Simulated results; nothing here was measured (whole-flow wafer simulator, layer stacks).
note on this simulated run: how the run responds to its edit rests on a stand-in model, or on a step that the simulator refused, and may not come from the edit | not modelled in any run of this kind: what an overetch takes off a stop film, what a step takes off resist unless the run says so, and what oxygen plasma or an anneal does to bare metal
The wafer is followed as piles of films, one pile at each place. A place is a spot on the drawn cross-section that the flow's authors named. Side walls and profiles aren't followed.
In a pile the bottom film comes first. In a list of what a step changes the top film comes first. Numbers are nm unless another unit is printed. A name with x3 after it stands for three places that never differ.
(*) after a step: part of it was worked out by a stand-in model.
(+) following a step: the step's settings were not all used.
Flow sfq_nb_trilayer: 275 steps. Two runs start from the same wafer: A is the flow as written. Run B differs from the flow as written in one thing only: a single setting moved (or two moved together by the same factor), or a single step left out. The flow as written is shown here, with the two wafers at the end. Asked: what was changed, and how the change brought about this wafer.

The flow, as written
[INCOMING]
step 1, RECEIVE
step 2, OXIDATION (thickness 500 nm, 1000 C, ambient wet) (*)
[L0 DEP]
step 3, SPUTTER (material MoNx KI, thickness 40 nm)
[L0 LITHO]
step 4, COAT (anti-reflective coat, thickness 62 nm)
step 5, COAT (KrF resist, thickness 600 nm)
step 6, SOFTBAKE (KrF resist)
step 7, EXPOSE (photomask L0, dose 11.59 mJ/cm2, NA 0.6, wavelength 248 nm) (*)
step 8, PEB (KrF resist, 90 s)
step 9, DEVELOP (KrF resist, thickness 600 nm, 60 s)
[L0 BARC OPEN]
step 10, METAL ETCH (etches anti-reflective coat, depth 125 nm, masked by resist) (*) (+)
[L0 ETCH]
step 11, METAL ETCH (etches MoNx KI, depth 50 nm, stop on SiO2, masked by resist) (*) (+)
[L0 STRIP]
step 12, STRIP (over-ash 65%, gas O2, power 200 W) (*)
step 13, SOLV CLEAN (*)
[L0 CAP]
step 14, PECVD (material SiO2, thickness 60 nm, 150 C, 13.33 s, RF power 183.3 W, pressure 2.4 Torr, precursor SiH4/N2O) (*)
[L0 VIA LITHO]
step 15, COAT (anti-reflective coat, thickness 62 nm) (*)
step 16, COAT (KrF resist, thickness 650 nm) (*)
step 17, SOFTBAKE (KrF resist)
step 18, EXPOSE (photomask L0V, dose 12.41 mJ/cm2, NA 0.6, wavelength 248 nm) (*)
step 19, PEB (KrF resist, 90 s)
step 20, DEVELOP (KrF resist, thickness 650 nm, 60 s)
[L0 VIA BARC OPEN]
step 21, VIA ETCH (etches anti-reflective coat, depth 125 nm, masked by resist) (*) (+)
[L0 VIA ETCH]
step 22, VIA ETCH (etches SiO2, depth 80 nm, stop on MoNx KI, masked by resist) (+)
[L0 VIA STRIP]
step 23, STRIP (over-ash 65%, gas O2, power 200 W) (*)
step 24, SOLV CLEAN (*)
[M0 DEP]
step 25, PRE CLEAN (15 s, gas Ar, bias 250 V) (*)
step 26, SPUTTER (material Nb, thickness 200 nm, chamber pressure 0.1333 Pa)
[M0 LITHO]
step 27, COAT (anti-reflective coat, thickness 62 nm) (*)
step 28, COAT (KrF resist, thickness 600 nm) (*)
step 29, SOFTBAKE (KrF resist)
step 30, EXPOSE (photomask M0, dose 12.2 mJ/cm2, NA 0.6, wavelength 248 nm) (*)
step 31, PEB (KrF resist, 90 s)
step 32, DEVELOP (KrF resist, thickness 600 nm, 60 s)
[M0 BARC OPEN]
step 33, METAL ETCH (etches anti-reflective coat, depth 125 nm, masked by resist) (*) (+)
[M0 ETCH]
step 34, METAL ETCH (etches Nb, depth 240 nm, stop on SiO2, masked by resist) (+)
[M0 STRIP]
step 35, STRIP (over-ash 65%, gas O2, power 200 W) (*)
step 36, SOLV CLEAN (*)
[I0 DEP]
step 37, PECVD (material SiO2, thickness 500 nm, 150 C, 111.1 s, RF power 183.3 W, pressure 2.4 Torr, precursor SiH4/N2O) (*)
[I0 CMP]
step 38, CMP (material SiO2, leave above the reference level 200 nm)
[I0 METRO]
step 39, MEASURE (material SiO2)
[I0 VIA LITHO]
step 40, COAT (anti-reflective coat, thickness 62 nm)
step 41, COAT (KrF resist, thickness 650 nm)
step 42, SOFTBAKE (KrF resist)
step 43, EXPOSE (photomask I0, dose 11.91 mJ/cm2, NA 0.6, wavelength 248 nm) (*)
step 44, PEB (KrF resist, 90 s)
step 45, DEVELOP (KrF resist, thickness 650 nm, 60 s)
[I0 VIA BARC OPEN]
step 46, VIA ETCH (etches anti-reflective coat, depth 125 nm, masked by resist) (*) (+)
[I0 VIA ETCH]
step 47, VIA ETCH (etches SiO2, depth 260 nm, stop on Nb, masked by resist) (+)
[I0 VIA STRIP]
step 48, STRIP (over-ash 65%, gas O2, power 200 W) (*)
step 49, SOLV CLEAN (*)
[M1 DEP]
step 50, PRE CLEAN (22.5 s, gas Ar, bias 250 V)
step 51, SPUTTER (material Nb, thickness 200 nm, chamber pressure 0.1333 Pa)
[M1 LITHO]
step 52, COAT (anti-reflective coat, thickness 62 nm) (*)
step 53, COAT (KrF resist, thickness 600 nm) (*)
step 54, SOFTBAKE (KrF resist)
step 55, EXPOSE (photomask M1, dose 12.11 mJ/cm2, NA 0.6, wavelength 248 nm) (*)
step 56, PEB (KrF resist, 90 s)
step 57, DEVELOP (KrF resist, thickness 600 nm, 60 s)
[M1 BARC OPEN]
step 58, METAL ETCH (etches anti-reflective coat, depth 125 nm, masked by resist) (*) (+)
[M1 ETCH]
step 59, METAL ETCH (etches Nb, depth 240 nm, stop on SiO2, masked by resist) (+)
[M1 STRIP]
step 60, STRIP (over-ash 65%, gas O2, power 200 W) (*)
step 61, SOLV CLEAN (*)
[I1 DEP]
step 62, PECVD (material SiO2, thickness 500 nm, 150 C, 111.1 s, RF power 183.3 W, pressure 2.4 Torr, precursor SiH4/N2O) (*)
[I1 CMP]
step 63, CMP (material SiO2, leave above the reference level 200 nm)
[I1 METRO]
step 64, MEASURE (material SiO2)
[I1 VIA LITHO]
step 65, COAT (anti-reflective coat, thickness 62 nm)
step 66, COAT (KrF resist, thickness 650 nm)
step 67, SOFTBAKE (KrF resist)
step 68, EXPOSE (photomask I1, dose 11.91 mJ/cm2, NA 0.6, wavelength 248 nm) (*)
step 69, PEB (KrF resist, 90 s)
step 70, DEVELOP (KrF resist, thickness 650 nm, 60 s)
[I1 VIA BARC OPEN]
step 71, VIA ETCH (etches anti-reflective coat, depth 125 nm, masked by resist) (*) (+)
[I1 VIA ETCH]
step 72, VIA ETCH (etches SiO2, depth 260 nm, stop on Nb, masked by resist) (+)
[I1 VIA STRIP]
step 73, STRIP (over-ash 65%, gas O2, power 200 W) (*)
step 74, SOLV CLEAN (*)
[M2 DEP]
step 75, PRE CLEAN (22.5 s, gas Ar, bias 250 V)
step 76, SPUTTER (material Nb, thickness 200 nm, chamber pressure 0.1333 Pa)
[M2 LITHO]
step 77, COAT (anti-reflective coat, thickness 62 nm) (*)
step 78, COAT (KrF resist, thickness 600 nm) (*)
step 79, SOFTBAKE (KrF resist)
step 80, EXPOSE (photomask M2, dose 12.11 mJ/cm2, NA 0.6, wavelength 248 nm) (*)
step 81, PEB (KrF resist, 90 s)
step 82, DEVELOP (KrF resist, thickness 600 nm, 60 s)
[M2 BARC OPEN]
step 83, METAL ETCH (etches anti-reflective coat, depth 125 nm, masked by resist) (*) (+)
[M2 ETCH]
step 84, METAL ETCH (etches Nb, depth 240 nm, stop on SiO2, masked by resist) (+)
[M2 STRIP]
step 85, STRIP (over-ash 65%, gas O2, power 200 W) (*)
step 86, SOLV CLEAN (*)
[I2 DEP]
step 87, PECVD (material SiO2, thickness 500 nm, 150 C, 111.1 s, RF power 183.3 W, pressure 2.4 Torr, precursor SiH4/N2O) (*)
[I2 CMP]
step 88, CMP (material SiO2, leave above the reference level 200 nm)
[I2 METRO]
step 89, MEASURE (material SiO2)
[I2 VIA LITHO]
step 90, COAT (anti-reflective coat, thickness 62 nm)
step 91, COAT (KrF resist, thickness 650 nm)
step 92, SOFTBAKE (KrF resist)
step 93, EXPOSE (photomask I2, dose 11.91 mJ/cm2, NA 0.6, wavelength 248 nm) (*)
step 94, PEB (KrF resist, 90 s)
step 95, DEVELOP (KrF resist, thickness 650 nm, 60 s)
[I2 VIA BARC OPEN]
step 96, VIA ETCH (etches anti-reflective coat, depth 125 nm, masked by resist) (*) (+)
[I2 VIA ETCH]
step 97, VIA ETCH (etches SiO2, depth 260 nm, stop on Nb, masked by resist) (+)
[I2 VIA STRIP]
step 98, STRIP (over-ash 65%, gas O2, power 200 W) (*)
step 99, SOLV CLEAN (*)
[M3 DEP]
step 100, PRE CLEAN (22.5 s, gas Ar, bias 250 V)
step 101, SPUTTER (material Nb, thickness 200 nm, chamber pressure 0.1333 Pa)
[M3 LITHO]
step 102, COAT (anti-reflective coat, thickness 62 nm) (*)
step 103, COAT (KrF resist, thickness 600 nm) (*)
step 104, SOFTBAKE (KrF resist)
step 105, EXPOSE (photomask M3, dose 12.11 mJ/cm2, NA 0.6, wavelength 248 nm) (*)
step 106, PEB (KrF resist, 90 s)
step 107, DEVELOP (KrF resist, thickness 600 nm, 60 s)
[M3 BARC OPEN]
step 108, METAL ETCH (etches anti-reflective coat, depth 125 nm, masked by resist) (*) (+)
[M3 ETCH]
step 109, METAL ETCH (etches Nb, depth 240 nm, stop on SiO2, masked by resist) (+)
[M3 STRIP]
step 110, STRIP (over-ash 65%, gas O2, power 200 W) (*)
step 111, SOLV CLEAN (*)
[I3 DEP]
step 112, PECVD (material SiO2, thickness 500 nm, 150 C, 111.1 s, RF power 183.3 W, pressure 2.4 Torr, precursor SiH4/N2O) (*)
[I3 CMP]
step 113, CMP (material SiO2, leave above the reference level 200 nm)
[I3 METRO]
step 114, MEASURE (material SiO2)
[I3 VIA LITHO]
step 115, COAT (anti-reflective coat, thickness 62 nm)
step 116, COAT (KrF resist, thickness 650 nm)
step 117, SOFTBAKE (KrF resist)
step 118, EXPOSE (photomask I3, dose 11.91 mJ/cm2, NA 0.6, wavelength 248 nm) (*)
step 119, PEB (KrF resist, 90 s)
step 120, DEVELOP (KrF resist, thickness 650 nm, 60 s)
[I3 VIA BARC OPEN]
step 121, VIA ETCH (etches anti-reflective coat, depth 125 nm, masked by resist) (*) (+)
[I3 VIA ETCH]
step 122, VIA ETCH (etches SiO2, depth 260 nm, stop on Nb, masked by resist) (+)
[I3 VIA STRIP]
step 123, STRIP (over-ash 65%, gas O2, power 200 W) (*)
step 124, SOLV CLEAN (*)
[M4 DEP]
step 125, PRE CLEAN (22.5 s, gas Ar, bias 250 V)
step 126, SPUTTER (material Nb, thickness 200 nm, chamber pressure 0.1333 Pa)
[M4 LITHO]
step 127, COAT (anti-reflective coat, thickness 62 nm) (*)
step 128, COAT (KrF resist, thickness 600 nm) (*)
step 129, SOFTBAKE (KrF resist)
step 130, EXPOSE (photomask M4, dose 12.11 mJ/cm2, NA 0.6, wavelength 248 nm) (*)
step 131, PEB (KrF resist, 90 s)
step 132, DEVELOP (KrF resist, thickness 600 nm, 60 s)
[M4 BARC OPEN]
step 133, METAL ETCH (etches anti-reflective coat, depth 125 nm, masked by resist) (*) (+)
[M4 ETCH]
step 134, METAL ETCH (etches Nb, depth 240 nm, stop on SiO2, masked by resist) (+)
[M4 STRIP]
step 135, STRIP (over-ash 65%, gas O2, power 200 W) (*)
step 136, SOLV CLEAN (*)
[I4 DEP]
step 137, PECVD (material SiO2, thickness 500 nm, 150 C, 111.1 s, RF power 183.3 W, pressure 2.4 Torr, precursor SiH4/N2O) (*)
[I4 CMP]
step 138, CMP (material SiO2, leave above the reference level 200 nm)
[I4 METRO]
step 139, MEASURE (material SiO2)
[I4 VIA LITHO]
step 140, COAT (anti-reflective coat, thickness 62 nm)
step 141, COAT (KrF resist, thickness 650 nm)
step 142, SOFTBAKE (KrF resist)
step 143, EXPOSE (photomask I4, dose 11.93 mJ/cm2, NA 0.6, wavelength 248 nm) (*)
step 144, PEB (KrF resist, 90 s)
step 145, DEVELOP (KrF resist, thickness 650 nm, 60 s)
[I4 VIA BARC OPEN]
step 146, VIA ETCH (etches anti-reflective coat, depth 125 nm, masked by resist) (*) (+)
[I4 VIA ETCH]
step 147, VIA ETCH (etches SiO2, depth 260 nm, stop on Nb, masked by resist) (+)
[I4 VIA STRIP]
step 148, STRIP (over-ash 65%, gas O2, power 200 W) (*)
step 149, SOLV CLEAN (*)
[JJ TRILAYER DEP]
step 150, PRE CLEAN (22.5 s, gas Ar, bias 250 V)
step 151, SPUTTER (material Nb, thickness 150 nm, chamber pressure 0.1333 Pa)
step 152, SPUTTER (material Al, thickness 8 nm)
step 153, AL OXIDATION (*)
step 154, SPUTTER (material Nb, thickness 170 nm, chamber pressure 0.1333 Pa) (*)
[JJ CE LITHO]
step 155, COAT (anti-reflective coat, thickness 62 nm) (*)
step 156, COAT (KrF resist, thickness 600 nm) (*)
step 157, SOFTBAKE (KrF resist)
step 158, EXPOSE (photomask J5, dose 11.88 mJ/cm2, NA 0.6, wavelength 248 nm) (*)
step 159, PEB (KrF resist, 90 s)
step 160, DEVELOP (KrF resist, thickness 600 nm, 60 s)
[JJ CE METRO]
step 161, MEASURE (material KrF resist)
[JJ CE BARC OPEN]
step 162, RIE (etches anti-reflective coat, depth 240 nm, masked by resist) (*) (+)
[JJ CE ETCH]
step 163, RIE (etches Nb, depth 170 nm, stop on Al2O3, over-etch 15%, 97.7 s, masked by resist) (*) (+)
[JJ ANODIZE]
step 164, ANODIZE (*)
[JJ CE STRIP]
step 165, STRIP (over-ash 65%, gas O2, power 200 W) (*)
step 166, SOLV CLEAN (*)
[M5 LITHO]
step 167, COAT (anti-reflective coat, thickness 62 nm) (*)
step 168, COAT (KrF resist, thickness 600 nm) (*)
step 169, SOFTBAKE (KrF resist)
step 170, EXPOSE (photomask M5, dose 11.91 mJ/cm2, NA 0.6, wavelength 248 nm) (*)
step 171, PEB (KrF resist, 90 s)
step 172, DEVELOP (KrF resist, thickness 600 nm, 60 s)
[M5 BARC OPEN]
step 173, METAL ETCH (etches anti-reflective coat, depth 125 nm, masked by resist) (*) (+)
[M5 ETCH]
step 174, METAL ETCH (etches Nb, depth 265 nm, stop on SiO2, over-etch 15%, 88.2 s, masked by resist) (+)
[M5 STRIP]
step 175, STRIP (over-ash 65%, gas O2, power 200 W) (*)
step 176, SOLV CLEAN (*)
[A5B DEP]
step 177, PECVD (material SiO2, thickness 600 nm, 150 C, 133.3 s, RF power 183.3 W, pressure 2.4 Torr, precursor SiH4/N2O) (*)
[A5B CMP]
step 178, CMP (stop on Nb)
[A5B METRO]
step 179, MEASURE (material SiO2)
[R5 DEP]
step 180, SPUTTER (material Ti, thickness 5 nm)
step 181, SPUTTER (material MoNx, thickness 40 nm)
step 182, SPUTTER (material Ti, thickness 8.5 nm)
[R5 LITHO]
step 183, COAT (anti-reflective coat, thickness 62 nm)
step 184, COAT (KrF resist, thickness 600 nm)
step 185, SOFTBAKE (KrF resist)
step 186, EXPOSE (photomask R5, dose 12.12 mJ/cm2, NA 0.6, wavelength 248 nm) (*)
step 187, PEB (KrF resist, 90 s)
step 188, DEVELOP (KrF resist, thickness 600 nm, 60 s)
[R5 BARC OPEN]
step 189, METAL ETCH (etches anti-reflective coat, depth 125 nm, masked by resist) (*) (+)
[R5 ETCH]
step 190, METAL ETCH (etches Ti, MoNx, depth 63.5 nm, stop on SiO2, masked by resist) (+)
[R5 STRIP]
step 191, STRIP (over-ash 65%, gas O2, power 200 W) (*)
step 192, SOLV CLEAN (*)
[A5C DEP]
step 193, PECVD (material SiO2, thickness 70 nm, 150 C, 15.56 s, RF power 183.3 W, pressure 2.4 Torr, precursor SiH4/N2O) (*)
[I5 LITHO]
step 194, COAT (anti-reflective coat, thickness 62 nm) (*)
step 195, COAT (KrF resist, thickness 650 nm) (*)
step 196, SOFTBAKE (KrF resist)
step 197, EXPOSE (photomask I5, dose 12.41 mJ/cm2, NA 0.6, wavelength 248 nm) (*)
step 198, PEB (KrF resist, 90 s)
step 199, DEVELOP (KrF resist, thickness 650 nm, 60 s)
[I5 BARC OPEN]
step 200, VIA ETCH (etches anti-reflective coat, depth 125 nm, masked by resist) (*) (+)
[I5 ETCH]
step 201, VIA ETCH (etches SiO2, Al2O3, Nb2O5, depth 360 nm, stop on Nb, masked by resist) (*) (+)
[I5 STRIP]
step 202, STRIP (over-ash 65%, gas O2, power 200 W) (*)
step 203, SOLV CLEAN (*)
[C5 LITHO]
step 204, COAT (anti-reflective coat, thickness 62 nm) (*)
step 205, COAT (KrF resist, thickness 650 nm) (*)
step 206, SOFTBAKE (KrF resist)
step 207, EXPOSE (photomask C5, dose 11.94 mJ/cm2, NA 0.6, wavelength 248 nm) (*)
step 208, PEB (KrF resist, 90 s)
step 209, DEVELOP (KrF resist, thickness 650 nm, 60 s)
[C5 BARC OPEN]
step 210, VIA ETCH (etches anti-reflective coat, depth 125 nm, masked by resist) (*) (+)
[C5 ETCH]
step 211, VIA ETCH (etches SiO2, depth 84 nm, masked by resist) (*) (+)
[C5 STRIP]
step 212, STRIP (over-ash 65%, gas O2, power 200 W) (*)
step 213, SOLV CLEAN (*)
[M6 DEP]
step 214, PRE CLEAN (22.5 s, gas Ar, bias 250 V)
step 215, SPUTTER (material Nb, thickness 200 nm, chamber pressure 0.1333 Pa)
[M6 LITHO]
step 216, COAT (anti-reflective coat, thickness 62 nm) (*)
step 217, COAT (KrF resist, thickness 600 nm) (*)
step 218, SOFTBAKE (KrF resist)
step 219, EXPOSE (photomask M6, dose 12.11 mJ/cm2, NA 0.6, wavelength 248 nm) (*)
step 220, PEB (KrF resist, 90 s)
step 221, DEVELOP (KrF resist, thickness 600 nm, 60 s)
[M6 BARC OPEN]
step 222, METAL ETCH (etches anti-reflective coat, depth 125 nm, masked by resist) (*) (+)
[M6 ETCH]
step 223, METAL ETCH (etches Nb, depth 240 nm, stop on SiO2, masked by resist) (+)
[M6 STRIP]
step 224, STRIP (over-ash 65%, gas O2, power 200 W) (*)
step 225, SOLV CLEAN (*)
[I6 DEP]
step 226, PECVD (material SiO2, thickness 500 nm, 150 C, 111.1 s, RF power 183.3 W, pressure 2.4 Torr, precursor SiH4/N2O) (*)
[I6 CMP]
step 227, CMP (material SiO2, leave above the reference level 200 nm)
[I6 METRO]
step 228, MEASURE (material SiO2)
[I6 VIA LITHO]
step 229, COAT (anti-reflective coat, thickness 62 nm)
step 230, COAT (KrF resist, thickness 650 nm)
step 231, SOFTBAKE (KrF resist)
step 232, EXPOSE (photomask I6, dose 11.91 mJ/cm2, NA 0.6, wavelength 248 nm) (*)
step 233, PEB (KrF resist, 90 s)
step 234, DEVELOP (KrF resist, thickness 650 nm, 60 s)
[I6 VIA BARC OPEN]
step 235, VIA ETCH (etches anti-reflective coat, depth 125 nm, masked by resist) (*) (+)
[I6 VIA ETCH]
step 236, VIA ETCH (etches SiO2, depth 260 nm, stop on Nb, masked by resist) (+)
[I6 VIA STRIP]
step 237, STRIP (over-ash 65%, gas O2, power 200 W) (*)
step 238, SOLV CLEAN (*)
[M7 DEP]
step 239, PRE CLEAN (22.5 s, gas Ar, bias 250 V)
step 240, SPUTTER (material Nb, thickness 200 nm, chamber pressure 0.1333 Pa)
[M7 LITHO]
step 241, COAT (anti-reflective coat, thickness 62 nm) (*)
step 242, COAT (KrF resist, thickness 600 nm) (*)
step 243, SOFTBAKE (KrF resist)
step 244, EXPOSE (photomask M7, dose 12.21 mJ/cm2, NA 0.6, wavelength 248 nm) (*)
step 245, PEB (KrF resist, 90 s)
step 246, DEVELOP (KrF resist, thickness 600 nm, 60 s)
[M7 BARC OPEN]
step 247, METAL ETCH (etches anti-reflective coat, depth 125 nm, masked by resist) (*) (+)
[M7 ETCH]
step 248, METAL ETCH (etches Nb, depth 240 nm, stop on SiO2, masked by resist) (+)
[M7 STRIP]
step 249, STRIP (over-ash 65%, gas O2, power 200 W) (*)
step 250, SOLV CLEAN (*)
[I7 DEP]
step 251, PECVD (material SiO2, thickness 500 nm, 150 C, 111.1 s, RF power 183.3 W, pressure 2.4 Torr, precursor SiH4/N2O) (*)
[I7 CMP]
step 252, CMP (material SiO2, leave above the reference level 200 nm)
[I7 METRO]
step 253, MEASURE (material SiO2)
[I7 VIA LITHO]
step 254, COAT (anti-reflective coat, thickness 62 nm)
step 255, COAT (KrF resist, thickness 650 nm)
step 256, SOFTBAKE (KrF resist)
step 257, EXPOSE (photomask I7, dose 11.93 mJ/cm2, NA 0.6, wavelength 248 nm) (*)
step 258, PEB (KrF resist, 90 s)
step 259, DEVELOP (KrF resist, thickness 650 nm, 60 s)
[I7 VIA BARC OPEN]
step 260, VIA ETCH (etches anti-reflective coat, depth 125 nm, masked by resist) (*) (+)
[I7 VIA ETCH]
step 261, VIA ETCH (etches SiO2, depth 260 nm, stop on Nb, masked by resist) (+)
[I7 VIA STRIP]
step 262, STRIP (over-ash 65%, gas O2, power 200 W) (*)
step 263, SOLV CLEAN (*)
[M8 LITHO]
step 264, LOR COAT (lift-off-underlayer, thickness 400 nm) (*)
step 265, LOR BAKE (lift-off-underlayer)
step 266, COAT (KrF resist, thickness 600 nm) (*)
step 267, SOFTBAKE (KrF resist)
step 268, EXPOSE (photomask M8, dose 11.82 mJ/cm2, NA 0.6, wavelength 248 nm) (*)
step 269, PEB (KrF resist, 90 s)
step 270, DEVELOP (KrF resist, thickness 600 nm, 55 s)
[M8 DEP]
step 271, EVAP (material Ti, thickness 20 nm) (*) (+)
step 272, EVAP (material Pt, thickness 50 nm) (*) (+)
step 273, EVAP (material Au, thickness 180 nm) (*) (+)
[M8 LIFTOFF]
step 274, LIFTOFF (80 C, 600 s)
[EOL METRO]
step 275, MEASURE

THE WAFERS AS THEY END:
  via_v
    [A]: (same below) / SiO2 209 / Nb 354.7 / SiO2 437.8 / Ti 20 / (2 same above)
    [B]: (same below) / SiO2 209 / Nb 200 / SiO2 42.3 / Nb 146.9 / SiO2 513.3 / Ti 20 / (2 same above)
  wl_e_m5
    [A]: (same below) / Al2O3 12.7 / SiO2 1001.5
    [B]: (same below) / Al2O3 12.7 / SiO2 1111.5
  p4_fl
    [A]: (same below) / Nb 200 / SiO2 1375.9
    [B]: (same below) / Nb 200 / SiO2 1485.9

Cause: step 227, CMP: leave above the reference level 310 nm was run, whereas the flow has leave above the reference level 200 nm.

The path from the change to this, step by step:
  step 227, CMP (material SiO2, leave above the reference level 200 nm)
      field_l, p4_fl, p4_fm and 59 more: A -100 SiO2 | B nothing
      moat, field_r, lsp_l, ln_m5, lsp_m: A -93.6 SiO2 | B nothing
      (and at 39 other places as well)
  step 229, COAT (anti-reflective coat, thickness 62 nm)
      wl_c_sl, wl_f_sl, wl_f_sr, m0r_space_l, m0r_space_r, m7r_space_l, m7r_space_r: A +62 anti-reflective coat (new film) | B +63.4 anti-reflective coat (new film)
      lsp_r, m8r_pad_l, m8r_pad_r: A +62 anti-reflective coat (new film) | B +65 anti-reflective coat (new film)
      (and at 18 other places as well)
  step 236, VIA ETCH (etches SiO2, depth 260 nm, stop on Nb, masked by resist) (+)
      via_v: A -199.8 SiO2 (all of it) | B -260 SiO2
  step 237, STRIP (over-ash 65%, gas O2, power 200 W) (*)
      m0r_space_l, m0r_space_r, m7r_space_l, m7r_space_r: A -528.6 KrF resist (all of it), -62 anti-reflective coat (all of it) | B -530.1 KrF resist (all of it), -63.4 anti-reflective coat (all of it)
      wl_c_sl, wl_f_sl: A -528.6 KrF resist (all of it), -62 anti-reflective coat (all of it) | B -529.9 KrF resist (all of it), -63.4 anti-reflective coat (all of it)
      (and at 22 other places as well)
  step 239, PRE CLEAN (22.5 s, gas Ar, bias 250 V)
      via_v: A -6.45 Nb | B -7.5 SiO2
  step 240, SPUTTER (material Nb, thickness 200 nm, chamber pressure 0.1333 Pa)
      via_v: A +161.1 Nb | B +146.9 Nb (new film)
  step 241, COAT (anti-reflective coat, thickness 62 nm) (*)
      wl_c_sr, wl_f_sl, wl_f_sr, m0r_space_r, m7r_space_r: A +62 anti-reflective coat (new film) | B +63.3 anti-reflective coat (new film)
      wl_c_m6, wl_f_m6: A +62 anti-reflective coat (new film) | B +58.8 anti-reflective coat (new film)
      (and at 22 other places as well)
  step 242, COAT (KrF resist, thickness 600 nm) (*)
      via_v: A +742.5 KrF resist (new film) | B +799.8 KrF resist (new film)
  step 247, METAL ETCH (etches anti-reflective coat, depth 125 nm, masked by resist) (*) (+)
      wl_c_sr, m0r_space_r, m7r_space_r: A -62 anti-reflective coat (all of it) | B -63.3 anti-reflective coat (all of it)
      m5r_linepad_l, m5r_linepad_r: A -62 anti-reflective coat (all of it) | B -65.8 anti-reflective coat (all of it)
      (and at 7 other places as well)
  step 249, STRIP (over-ash 65%, gas O2, power 200 W) (*)
      v_sur: A -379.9 KrF resist (all of it), -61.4 anti-reflective coat (all of it) | B -376.1 KrF resist (all of it), -58.5 anti-reflective coat (all of it)
      via_wl: A -379.3 KrF resist (all of it), -61.3 anti-reflective coat (all of it) | B -374.4 KrF resist (all of it), -60 anti-reflective coat (all of it)
      (and at 16 other places as well)
  step 251, PECVD (material SiO2, thickness 500 nm, 150 C, 111.1 s, RF power 183.3 W, pressure 2.4 Torr, precursor SiH4/N2O) (*)
      via_v: A +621 SiO2 (new film) | B +670.3 SiO2 (new film)
  step 252, CMP (material SiO2, leave above the reference level 200 nm)
      field_l, p4_fl, p4_fm and 46 more: A -100 SiO2 | B -90 SiO2
      wl_a_sr, wl_b_sl, wl_b_m5 and 8 more: A -300 SiO2 | B -290 SiO2
      (and at 11 other places as well)
With metal films that touch counted as one body, via_v has 7 bodies (between them, from the top down: SiO2 513.3; SiO2 42.3; SiO2 209 / Al2O3 12.7 / Nb2O5 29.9; SiO2 425.9; SiO2 416.9; SiO2 192.5); the flow as written gives 6 bodies (between them, from the top down: SiO2 437.8; SiO2 209 / Al2O3 12.7 / Nb2O5 29.9; SiO2 425.9; SiO2 416.9; SiO2 192.5).
